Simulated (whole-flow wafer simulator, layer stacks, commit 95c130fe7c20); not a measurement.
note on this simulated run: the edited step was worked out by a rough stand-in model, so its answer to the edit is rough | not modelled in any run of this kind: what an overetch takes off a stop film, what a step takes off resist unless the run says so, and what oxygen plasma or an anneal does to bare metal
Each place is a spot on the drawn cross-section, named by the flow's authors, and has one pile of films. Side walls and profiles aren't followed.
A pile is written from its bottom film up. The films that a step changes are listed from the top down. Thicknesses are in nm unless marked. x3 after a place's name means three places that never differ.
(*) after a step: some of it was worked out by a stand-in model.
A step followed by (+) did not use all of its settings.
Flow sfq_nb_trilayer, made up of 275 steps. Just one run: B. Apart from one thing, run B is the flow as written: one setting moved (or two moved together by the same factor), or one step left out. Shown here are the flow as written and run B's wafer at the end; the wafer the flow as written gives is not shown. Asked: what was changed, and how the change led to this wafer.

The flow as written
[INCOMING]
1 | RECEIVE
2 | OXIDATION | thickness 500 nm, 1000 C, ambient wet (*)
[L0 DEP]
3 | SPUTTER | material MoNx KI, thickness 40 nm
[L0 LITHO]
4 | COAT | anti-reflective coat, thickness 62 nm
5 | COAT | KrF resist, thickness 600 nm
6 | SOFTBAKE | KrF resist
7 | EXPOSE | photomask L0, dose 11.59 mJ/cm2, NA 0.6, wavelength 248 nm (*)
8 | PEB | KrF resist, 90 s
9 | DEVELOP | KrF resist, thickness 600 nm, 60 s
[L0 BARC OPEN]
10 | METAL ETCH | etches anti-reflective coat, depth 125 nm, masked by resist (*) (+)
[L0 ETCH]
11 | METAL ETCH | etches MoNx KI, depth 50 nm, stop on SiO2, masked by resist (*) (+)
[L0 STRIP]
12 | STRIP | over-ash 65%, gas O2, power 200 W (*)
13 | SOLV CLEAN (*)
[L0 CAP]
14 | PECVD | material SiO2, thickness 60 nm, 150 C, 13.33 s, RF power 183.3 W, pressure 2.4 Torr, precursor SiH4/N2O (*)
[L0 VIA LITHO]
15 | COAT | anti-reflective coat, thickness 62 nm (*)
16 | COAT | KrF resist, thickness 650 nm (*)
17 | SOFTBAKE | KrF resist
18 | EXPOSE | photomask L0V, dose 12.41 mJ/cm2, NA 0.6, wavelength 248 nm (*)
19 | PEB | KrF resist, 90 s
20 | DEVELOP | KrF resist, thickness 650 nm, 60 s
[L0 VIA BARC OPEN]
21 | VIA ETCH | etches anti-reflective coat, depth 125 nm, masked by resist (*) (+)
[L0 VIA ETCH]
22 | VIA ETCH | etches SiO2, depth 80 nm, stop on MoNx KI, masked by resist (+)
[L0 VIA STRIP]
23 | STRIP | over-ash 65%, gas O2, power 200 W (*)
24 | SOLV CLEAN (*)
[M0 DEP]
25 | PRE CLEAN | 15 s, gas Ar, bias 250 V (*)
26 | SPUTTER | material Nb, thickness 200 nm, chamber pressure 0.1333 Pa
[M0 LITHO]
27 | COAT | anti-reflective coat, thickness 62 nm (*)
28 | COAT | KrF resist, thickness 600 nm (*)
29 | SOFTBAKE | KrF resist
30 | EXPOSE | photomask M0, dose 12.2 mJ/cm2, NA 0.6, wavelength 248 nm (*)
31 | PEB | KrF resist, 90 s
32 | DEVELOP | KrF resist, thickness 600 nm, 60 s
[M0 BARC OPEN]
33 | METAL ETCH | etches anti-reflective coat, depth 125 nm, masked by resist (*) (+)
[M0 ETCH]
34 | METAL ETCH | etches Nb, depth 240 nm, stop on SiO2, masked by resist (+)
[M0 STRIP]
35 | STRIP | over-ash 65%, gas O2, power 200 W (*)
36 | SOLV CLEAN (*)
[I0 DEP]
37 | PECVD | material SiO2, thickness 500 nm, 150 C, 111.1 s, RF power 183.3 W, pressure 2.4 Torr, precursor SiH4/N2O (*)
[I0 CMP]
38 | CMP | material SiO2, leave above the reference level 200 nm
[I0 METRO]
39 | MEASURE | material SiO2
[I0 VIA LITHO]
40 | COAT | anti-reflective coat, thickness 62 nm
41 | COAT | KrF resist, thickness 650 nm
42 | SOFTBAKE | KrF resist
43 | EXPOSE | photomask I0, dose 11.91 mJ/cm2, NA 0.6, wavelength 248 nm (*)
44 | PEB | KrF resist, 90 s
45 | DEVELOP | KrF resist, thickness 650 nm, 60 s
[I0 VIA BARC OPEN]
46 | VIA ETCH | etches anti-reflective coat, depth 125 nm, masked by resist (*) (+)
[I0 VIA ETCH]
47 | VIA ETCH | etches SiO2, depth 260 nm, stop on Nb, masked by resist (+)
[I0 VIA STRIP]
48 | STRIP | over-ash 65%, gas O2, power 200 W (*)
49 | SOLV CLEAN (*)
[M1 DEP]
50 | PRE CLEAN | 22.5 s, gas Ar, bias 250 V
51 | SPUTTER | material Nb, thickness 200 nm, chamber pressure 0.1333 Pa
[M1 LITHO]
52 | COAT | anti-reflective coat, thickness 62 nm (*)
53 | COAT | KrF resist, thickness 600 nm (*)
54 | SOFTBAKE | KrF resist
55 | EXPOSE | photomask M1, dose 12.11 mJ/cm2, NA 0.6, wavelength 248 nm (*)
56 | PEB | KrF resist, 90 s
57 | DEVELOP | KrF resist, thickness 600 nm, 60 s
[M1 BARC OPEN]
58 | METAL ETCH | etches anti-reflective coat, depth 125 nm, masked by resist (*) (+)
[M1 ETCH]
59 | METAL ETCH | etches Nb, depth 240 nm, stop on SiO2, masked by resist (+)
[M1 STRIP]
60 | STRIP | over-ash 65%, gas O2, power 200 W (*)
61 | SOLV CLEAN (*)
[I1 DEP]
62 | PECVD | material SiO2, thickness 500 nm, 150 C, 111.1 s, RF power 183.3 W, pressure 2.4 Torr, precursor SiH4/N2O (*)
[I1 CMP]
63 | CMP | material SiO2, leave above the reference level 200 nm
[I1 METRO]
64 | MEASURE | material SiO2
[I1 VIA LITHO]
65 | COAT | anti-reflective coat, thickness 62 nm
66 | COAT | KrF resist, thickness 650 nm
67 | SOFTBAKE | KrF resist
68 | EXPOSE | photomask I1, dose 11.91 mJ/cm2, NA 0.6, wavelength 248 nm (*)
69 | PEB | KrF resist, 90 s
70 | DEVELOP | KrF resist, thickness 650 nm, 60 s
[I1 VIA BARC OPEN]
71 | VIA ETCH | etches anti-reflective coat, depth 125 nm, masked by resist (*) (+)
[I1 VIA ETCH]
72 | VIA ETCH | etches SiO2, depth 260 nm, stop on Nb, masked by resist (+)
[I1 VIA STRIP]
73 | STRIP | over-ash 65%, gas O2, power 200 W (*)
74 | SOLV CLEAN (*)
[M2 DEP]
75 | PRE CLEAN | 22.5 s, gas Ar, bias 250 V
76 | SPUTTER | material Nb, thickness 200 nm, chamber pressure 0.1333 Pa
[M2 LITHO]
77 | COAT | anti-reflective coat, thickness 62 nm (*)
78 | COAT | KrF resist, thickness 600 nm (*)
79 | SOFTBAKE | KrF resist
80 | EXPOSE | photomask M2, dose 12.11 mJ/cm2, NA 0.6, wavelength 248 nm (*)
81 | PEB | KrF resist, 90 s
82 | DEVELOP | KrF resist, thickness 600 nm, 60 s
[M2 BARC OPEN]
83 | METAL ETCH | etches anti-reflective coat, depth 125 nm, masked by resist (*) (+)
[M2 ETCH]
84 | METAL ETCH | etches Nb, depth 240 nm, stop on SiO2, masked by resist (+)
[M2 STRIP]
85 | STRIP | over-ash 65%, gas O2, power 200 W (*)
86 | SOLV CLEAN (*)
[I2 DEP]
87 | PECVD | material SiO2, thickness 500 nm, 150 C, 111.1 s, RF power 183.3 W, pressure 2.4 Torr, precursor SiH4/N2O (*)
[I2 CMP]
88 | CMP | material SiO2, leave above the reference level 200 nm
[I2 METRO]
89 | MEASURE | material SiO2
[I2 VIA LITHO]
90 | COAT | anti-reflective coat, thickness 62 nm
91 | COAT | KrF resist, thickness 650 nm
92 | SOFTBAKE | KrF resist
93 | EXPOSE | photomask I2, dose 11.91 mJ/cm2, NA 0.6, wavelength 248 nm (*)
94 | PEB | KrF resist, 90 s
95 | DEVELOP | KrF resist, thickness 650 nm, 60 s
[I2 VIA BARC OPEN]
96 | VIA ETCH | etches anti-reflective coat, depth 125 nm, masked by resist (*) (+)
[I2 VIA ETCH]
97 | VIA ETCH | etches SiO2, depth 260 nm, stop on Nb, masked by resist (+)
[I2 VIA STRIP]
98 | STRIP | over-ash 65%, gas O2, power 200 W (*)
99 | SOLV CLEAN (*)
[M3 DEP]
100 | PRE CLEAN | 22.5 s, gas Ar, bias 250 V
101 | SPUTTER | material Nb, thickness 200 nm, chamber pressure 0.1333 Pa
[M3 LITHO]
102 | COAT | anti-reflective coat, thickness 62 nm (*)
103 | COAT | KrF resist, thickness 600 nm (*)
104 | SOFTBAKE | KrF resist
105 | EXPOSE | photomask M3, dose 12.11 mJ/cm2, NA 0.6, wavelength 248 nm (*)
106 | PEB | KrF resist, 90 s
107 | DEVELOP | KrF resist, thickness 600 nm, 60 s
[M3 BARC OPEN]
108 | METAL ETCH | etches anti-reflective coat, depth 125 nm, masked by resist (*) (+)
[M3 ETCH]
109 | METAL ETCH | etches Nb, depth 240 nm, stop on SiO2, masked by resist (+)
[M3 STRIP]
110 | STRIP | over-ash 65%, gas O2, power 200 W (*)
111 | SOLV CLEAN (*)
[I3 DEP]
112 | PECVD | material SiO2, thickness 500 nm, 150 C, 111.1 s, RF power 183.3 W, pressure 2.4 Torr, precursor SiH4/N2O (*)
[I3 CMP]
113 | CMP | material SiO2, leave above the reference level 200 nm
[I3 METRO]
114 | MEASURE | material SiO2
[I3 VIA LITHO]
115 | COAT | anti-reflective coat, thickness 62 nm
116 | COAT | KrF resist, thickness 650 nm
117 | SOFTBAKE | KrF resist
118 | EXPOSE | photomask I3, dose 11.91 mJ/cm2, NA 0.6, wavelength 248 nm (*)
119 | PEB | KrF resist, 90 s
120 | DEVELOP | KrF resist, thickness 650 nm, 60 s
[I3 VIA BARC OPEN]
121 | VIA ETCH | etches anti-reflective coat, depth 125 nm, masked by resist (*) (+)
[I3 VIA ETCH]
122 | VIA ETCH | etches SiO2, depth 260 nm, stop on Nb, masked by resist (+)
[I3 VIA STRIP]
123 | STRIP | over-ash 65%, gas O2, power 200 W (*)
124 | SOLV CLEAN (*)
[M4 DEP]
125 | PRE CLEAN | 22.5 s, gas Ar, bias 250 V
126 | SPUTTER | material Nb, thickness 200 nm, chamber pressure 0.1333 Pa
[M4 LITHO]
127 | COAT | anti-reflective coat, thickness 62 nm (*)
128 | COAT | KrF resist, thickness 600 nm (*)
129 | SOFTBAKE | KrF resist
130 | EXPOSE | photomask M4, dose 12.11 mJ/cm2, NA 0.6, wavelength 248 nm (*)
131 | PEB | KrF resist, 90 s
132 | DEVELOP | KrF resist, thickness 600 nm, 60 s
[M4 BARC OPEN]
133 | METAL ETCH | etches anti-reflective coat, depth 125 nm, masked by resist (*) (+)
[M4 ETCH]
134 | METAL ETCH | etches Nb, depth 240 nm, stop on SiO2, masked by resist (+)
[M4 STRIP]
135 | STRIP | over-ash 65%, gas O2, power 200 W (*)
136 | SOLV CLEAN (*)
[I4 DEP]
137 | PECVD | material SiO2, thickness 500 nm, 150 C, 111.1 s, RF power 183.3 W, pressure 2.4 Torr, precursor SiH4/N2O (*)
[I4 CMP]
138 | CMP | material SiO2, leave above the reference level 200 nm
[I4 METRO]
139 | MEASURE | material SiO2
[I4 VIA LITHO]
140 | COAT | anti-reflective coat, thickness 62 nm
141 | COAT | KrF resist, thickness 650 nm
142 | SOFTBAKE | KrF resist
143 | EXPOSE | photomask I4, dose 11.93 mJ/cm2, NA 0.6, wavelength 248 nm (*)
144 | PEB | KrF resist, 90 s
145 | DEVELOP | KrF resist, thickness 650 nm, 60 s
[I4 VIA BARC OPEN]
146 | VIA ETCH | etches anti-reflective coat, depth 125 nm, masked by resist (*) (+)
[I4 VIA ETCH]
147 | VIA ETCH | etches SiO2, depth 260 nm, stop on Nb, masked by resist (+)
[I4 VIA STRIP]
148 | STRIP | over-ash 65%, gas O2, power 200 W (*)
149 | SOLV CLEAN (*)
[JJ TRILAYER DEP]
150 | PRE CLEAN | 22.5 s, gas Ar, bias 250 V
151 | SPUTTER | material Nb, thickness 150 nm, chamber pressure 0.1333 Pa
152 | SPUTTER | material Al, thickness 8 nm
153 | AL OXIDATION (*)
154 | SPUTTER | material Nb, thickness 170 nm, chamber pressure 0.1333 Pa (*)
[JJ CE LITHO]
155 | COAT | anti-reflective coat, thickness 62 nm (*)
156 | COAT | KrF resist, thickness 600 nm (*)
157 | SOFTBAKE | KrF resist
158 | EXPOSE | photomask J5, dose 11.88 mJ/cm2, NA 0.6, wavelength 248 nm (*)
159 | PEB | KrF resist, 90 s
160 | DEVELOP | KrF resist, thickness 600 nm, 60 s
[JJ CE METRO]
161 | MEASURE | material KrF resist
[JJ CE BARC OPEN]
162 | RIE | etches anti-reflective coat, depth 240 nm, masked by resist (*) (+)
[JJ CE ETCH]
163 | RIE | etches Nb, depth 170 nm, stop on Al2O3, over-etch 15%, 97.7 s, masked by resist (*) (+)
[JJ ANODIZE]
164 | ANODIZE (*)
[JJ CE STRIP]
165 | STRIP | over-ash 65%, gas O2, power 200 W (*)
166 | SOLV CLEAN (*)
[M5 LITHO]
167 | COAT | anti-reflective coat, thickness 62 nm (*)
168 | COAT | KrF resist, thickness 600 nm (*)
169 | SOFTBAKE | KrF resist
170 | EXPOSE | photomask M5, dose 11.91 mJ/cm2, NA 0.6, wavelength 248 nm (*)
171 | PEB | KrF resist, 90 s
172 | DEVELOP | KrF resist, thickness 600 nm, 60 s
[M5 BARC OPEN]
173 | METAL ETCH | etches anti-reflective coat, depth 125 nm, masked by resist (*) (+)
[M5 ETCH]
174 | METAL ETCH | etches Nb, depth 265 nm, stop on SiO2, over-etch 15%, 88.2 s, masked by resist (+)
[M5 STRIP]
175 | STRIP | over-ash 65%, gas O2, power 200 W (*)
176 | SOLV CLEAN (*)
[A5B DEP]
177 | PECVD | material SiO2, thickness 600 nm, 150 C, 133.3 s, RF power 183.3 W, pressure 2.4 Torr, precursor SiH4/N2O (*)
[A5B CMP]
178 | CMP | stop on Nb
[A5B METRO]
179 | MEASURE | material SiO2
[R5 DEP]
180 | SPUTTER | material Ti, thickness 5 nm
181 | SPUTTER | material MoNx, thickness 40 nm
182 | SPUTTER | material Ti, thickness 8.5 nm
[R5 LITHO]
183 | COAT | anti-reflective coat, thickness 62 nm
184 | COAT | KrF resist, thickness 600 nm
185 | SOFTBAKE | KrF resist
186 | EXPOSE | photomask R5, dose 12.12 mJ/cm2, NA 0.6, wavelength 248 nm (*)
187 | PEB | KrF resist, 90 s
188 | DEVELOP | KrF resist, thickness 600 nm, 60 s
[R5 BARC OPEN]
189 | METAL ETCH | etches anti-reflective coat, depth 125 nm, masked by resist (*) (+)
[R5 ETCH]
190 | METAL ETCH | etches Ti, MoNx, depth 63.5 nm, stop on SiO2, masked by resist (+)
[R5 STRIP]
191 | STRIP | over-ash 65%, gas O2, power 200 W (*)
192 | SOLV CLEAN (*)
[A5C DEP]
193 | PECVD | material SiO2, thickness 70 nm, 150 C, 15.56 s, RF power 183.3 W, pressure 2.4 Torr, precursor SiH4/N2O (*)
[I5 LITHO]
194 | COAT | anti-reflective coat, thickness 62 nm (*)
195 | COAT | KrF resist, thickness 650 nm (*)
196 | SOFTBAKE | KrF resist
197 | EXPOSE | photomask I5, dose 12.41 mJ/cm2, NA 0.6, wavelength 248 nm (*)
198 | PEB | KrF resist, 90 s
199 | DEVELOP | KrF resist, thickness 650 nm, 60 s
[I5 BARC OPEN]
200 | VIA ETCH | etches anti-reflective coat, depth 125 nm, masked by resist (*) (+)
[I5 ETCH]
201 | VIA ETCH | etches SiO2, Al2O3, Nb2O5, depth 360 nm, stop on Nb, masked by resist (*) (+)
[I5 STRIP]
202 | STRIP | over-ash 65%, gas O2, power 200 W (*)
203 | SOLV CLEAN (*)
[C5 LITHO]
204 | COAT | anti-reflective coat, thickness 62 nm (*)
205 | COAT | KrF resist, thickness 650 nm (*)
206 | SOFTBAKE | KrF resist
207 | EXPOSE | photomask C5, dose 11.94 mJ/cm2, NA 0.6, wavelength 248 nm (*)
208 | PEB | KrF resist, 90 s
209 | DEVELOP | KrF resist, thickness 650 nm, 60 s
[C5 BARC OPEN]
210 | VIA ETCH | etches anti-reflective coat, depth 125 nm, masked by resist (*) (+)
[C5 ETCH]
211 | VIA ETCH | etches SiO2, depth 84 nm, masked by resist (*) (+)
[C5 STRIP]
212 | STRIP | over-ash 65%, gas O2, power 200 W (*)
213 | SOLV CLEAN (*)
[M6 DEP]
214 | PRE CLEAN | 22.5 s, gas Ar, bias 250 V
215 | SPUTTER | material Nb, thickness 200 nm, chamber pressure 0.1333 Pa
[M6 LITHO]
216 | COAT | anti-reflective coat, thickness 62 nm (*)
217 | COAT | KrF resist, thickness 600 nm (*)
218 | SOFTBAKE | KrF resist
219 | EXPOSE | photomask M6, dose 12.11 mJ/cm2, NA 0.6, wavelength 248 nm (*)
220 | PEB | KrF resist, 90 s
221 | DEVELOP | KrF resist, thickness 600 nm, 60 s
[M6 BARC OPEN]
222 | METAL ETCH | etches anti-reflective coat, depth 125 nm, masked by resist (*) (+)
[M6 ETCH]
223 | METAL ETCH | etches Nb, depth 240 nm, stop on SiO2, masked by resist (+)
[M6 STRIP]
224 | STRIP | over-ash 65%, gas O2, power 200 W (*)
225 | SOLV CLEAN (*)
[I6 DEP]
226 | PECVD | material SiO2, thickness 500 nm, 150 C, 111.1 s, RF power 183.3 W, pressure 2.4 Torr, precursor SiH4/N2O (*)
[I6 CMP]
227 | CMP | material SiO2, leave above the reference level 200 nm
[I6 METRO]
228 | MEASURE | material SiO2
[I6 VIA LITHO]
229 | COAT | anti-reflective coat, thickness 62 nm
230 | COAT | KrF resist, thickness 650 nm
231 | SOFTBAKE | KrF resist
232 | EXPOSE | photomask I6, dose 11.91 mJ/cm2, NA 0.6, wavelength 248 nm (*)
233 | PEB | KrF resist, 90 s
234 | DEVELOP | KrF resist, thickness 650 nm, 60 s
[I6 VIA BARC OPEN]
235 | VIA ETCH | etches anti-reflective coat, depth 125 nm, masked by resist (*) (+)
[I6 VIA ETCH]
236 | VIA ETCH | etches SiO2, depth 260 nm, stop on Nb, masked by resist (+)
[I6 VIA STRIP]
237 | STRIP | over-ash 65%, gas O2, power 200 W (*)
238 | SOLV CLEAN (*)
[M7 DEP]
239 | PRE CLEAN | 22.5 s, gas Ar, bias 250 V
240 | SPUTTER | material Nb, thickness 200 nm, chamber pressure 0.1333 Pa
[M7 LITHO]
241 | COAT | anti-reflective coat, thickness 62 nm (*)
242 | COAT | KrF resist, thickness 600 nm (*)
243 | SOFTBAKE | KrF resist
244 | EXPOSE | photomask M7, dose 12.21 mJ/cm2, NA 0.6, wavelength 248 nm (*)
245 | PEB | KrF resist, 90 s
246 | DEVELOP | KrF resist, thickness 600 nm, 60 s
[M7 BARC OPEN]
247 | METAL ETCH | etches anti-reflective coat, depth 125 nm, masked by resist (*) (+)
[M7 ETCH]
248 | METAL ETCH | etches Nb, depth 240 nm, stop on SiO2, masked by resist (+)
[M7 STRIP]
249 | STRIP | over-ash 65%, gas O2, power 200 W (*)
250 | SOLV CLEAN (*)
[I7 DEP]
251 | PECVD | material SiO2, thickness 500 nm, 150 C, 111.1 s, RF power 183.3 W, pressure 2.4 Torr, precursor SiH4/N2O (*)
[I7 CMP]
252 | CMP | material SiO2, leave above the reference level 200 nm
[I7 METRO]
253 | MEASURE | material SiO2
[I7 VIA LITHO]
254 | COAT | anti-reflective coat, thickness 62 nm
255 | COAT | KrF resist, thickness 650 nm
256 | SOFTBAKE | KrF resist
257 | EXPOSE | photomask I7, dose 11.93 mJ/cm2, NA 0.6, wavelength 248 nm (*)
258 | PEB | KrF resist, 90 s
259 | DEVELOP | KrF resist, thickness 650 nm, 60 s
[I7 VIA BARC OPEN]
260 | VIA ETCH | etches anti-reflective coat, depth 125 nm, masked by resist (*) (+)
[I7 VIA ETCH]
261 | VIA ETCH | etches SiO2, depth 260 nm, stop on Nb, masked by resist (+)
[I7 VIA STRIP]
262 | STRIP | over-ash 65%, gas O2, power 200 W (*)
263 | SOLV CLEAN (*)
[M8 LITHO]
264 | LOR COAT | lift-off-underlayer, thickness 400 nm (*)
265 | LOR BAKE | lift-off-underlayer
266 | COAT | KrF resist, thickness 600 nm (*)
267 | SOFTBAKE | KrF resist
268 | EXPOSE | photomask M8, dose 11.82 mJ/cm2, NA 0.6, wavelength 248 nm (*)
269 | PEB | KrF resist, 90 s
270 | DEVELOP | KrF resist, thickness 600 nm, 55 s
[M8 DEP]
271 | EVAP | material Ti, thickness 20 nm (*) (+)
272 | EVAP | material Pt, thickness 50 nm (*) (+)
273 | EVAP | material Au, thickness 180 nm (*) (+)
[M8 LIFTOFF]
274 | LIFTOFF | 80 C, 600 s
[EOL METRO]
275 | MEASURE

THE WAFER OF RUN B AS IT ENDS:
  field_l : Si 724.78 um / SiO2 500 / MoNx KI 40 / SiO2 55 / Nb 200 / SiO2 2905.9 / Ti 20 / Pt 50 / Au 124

Cause: step 273, EVAP: thickness 124 nm was run, though the flow has thickness 180 nm.
The wafer itself shows it: field_l has Au 124, and step 273 as written asks for 180 nm.

How this came from the change, step by step:
  273 | EVAP | material Au, thickness 180 nm (*) (+)
      field_l, v_sur, via_wl and 103 more: Au gains 124 (new film) (it would be, as written: Au gains 180 (new film))
  274 | LIFTOFF | 80 C, 600 s
      p4_fl, p4_fm, p4_w1 and 71 more: Au loses 124 (all of it), Pt loses 50 (all of it), Ti loses 20 (all of it), KrF resist loses 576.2 (all of it), lift-off-underlayer loses 400 (all of it) (it would be, as written: Au loses 180 (all of it), Pt loses 50 (all of it), Ti loses 20 (all of it), KrF resist loses 576.2 (all of it), lift-off-underlayer loses 400 (all of it))
      c5j, ce_r: Au loses 124 (all of it), Pt loses 50 (all of it), Ti loses 20 (all of it), KrF resist loses 573.3 (all of it), lift-off-underlayer loses 399.3 (all of it) (it would be, as written: Au loses 180 (all of it), Pt loses 50 (all of it), Ti loses 20 (all of it), KrF resist loses 573.3 (all of it), lift-off-underlayer loses 399.3 (all of it))
      (and at 19 other places as well)
